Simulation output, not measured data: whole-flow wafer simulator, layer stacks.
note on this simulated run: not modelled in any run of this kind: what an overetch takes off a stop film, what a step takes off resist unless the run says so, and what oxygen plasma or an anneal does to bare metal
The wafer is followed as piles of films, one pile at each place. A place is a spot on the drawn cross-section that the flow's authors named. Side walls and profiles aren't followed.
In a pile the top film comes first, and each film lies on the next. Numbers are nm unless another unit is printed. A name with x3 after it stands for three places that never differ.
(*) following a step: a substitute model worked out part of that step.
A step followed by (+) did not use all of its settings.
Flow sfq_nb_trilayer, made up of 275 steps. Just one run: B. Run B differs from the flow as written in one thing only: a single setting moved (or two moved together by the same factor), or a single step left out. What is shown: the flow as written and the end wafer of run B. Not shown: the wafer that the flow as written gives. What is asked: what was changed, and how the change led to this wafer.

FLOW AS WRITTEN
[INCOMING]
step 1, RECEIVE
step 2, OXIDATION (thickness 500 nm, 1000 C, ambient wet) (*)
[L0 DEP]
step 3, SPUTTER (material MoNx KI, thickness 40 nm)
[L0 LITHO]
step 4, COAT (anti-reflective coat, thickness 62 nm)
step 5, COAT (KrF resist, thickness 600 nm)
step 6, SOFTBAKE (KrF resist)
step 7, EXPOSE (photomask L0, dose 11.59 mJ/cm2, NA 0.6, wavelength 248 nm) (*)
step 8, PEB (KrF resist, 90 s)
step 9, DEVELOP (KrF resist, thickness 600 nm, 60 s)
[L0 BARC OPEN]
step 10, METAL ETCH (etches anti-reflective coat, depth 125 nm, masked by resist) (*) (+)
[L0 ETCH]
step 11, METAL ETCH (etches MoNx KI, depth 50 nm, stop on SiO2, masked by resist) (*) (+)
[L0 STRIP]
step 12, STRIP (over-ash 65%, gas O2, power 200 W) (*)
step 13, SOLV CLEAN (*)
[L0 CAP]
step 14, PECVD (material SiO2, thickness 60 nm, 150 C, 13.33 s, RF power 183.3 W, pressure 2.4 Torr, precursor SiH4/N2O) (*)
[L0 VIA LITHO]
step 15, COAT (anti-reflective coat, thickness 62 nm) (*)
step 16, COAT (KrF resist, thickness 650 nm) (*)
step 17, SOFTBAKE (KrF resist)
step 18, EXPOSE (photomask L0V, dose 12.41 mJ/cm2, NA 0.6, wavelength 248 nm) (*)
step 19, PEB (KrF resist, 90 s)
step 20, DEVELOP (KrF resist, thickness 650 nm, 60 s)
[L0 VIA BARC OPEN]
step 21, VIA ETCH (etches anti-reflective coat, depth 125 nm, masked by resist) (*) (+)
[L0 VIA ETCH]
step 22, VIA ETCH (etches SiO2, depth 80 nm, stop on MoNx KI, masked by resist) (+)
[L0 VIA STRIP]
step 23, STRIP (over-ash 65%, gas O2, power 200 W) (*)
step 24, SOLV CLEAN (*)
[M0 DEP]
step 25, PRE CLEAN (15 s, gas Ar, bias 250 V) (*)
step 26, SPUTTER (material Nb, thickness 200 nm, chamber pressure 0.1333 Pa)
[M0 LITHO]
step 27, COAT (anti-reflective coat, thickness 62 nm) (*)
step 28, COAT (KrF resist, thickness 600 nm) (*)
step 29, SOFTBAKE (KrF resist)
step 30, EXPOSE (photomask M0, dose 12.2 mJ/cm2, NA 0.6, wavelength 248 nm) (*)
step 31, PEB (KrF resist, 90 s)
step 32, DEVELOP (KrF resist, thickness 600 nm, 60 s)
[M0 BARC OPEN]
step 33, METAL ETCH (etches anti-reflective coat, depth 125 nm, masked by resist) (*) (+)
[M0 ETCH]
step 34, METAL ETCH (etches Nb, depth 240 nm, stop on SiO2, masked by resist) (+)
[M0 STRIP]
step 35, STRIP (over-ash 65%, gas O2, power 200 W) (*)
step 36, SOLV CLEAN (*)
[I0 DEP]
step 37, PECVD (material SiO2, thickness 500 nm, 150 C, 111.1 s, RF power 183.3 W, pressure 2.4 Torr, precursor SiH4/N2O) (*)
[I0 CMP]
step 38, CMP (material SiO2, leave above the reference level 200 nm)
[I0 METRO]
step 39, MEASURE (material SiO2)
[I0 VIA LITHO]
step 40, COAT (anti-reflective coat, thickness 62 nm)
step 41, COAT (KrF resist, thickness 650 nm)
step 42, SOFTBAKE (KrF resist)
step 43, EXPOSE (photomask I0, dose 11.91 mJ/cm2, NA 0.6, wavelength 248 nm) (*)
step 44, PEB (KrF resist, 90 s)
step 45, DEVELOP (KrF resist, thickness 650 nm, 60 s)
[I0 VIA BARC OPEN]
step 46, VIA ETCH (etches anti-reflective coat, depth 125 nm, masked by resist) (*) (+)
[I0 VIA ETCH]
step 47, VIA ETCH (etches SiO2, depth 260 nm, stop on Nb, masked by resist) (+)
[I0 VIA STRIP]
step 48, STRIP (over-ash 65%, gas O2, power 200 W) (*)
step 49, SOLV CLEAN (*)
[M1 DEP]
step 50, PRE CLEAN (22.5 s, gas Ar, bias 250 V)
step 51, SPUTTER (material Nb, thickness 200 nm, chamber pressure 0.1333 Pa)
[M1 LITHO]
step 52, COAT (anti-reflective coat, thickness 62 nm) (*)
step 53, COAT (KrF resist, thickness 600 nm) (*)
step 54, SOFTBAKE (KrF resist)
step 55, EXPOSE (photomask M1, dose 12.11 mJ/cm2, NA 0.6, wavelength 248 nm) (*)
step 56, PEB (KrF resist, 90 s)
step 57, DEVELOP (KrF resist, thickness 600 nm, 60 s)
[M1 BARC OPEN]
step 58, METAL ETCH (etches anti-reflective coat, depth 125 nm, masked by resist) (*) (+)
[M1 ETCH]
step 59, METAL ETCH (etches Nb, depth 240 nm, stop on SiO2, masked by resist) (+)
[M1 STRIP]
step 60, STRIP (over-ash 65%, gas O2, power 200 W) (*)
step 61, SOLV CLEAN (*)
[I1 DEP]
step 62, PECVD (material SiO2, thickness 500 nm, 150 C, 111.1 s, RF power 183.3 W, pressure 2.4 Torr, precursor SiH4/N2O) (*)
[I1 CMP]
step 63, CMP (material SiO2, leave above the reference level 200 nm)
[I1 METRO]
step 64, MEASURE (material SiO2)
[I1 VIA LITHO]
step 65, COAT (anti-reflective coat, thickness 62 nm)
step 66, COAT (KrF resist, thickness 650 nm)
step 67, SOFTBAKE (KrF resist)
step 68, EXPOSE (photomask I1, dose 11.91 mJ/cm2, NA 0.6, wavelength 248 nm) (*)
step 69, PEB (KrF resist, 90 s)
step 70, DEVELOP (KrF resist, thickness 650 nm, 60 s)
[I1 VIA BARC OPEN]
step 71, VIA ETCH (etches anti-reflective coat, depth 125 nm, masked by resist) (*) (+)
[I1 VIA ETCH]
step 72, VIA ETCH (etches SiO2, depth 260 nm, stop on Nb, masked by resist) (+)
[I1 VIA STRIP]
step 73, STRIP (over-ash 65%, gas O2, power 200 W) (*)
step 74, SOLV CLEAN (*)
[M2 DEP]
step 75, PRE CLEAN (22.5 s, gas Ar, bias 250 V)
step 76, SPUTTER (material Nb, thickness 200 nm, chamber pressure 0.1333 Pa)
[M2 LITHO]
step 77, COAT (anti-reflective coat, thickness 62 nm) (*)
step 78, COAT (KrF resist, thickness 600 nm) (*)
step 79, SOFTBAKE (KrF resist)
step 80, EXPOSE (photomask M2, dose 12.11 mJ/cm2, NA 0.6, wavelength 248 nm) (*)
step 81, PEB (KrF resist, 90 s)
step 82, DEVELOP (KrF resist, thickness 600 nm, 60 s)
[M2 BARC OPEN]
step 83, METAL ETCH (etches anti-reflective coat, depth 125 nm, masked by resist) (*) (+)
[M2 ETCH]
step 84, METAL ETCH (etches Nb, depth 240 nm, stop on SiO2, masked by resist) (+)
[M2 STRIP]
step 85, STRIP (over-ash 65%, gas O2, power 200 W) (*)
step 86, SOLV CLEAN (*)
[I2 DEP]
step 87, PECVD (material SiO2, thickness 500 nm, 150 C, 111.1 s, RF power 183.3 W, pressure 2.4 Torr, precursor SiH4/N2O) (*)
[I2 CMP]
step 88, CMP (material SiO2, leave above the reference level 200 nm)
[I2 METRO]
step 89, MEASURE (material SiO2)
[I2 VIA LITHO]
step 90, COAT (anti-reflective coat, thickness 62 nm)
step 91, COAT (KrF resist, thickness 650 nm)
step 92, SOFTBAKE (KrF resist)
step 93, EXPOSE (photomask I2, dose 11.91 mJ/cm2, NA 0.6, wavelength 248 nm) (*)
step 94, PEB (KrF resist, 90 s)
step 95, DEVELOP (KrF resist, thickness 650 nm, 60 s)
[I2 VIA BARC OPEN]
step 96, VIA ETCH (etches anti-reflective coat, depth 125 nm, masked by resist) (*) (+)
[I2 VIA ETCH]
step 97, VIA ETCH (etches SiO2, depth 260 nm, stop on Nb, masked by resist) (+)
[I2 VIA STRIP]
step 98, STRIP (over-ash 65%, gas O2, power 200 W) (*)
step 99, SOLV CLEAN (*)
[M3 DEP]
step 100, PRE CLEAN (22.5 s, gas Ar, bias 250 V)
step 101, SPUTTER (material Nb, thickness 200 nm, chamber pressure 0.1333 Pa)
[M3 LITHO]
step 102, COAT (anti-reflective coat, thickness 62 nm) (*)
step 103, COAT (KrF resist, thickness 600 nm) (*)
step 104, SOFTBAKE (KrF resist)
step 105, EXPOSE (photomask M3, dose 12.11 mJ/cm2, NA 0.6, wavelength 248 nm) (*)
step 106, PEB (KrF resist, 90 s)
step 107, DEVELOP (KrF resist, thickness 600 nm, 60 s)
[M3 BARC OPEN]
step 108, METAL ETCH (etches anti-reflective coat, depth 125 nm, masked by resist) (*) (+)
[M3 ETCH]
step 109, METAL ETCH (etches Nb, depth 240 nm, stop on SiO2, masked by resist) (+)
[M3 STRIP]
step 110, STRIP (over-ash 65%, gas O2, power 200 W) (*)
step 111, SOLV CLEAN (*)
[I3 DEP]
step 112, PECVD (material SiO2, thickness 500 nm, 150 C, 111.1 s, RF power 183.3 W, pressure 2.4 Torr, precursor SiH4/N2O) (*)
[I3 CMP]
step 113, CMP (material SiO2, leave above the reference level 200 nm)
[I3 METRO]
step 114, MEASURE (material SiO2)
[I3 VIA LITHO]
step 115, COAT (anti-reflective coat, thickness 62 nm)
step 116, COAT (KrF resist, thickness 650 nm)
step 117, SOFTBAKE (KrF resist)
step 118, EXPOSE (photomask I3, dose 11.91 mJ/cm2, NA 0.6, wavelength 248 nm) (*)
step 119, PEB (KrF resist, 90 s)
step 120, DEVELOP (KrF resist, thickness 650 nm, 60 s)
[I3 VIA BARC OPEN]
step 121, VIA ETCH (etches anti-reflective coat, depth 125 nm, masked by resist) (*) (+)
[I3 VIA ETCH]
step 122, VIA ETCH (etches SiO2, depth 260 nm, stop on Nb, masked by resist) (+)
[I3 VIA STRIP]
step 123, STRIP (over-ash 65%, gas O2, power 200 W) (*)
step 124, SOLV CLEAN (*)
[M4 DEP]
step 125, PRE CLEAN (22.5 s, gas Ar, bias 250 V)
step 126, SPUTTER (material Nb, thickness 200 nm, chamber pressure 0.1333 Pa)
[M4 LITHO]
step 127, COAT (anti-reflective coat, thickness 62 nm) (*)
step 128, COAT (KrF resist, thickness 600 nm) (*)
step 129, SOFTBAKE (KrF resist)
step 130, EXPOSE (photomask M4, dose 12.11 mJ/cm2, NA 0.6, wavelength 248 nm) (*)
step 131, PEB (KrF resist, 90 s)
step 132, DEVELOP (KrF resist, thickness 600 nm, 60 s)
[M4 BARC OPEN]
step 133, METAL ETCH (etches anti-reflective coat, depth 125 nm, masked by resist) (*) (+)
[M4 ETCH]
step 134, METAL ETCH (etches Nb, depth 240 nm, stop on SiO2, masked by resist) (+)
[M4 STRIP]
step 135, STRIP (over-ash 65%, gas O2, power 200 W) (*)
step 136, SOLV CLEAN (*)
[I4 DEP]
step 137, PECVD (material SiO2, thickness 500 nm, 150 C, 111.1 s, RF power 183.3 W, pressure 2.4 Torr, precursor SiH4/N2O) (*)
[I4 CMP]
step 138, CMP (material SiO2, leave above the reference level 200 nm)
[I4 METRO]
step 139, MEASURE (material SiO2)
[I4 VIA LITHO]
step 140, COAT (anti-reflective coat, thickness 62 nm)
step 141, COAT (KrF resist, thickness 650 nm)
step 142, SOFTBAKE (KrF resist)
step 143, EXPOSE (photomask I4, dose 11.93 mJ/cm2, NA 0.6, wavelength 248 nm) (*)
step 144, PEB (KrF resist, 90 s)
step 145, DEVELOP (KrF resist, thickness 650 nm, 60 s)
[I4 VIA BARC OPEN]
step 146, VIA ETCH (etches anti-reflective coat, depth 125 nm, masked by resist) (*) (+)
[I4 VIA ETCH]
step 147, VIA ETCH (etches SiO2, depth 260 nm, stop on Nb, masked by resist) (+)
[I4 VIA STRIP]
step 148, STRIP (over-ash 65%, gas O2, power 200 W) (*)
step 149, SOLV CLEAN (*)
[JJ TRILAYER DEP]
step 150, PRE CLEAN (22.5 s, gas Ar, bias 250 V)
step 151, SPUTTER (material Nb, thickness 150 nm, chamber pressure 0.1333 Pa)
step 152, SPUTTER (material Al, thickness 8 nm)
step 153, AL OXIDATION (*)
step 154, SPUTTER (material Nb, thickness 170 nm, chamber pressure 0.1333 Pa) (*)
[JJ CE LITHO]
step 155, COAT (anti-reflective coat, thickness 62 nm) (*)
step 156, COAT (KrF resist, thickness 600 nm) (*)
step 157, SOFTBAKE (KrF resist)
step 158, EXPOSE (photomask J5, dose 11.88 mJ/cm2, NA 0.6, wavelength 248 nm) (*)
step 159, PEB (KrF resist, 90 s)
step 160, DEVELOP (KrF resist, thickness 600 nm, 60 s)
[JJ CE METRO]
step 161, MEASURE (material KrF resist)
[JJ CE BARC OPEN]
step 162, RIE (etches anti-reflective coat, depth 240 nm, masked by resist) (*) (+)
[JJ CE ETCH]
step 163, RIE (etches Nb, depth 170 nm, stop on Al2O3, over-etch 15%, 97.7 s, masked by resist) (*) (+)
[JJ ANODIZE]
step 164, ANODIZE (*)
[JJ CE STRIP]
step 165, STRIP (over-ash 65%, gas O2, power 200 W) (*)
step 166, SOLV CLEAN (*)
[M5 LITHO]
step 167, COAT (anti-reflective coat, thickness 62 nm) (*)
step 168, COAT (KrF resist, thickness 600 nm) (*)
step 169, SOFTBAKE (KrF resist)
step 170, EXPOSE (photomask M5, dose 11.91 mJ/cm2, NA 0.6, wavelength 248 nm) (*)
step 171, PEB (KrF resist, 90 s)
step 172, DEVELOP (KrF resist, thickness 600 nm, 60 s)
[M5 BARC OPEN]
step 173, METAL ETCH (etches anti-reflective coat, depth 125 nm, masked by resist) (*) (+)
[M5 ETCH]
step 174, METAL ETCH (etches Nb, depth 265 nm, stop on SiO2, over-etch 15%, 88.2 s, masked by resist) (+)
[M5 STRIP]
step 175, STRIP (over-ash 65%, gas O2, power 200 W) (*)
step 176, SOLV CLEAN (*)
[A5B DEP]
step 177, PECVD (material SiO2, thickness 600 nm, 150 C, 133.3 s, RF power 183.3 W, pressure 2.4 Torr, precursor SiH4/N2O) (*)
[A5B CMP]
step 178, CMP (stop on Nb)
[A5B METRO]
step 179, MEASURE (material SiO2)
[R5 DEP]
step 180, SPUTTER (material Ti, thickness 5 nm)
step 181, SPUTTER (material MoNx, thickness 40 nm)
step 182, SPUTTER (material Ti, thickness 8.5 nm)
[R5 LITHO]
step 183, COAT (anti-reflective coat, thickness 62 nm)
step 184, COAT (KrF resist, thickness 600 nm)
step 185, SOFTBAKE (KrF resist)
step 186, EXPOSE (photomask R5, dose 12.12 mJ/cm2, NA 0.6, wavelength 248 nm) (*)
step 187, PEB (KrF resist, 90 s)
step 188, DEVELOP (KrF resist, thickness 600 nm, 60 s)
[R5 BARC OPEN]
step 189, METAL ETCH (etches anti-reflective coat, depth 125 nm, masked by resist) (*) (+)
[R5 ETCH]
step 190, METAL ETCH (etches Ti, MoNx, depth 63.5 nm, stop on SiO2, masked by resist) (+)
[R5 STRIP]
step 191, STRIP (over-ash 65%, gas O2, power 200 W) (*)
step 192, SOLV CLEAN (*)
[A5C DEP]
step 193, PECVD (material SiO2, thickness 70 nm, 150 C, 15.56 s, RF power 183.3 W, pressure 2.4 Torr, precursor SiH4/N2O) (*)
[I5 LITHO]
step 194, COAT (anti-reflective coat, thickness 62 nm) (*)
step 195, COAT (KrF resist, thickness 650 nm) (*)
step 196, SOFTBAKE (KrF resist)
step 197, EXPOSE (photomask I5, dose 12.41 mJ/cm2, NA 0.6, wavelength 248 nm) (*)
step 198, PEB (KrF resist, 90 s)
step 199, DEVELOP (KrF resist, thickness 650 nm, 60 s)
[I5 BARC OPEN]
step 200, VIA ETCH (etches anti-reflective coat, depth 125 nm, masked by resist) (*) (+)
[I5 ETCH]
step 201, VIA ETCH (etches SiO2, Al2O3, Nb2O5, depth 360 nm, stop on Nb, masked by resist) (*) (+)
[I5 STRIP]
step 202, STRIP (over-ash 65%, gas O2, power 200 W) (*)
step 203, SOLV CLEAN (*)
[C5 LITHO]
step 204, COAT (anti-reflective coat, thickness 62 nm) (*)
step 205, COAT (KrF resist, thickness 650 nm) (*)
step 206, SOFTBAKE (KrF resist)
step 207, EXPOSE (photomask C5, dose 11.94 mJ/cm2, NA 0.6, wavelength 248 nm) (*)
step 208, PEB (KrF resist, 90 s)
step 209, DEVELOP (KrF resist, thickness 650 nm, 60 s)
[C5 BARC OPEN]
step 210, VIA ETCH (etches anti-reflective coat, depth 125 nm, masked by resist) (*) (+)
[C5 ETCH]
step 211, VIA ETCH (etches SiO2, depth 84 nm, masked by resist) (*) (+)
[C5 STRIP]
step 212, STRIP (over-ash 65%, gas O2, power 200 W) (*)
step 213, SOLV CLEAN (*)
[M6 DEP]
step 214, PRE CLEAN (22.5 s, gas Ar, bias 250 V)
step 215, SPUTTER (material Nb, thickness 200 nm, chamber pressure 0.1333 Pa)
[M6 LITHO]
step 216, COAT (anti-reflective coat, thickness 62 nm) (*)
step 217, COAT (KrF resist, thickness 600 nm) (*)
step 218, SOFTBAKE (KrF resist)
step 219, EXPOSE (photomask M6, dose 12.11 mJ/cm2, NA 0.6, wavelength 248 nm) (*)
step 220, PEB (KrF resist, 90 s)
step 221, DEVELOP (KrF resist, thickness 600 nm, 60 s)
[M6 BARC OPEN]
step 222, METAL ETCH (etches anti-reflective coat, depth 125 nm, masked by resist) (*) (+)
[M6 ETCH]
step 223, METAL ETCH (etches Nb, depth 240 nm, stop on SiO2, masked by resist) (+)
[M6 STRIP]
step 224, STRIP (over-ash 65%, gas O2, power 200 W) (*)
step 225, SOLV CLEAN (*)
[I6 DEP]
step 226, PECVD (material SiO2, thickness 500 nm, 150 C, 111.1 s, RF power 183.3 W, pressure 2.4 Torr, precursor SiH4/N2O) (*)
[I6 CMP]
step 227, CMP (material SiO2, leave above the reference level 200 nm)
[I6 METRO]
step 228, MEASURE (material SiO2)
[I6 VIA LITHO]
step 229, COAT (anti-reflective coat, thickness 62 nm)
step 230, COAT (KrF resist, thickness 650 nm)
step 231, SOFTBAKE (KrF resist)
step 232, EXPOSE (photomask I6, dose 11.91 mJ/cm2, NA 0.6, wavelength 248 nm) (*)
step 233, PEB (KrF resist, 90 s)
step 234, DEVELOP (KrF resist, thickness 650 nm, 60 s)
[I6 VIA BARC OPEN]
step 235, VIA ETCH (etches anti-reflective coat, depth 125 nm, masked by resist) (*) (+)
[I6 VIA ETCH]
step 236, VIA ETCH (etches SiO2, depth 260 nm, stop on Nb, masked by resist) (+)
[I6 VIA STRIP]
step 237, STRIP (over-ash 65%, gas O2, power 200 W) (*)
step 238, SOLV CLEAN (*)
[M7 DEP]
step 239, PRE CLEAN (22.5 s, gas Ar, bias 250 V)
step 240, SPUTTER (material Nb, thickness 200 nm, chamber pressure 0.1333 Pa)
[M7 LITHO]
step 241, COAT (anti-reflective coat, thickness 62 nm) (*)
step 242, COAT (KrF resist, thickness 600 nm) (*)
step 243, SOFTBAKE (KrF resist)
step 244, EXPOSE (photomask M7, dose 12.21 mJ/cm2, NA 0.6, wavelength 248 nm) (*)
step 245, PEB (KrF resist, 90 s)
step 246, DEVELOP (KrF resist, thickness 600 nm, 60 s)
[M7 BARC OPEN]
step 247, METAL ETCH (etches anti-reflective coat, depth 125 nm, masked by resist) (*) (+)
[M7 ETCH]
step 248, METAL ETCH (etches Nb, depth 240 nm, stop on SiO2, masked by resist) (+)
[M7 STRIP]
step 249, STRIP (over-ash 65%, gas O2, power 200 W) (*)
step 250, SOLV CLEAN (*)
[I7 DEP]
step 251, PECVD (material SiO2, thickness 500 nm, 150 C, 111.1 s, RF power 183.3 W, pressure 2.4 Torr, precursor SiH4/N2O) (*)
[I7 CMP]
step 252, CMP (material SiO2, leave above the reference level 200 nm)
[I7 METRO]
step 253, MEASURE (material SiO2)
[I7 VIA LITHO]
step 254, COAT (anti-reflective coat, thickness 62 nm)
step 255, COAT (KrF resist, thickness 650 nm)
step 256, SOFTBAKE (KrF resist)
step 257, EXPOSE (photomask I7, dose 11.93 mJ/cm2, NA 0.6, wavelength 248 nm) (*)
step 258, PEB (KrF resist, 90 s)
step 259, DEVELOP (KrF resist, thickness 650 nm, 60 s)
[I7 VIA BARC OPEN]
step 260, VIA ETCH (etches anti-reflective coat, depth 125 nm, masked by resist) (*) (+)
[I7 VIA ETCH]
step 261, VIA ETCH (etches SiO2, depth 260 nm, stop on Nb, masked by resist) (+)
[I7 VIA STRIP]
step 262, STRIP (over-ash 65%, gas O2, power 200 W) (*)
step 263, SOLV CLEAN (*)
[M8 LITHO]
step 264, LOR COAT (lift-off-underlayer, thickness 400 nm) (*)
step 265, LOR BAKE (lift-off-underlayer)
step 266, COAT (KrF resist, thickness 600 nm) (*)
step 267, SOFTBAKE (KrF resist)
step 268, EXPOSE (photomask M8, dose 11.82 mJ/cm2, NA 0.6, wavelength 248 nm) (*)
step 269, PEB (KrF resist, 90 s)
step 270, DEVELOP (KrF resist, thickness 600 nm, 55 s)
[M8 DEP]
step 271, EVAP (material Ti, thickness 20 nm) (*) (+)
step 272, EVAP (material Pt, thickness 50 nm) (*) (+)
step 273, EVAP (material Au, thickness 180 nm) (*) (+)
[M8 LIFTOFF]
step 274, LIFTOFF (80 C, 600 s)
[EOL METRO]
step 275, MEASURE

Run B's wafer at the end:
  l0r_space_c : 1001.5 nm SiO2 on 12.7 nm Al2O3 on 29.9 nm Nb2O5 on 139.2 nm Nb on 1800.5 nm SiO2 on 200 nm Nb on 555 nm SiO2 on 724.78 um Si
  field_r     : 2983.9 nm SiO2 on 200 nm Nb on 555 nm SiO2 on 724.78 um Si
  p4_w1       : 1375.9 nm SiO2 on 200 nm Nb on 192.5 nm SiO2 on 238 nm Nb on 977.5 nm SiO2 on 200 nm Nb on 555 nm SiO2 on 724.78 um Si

What caused this: step 101, SPUTTER: thickness 238 nm was run, while the flow as written has thickness 200 nm.
The wafer lets one read it off: p4_w1 has Nb 238, and step 101 as written asks for 200 nm.

Step by step, how the change led to this:
  step 101, SPUTTER (material Nb, thickness 200 nm, chamber pressure 0.1333 Pa)
      field_l, v_sur, via_wl and 102 more: Nb gains 238 (new film) (it would be, as written: Nb gains 200 (new film))
      via_w: Nb gains 197.4 (it would be, as written: Nb gains 165.5)
  step 109, METAL ETCH (etches Nb, depth 240 nm, stop on SiO2, masked by resist) (+)
      field_l, be, be_sur and 72 more: Nb loses 238 (all of it) (it would be, as written: Nb loses 200 (all of it))
  step 112, PECVD (material SiO2, thickness 500 nm, 150 C, 111.1 s, RF power 183.3 W, pressure 2.4 Torr, precursor SiH4/N2O) (*)
      p4_g1, p4_g2, p3_s0, p3_s1, p3_s2, p3_s3, p3_s4, p3_s5: SiO2 gains 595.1 (it would be, as written: SiO2 gains 557.1)
  step 113, CMP (material SiO2, leave above the reference level 200 nm)
      field_l, be, be_sur and 64 more: SiO2 loses 62 (it would be, as written: SiO2 loses 100)
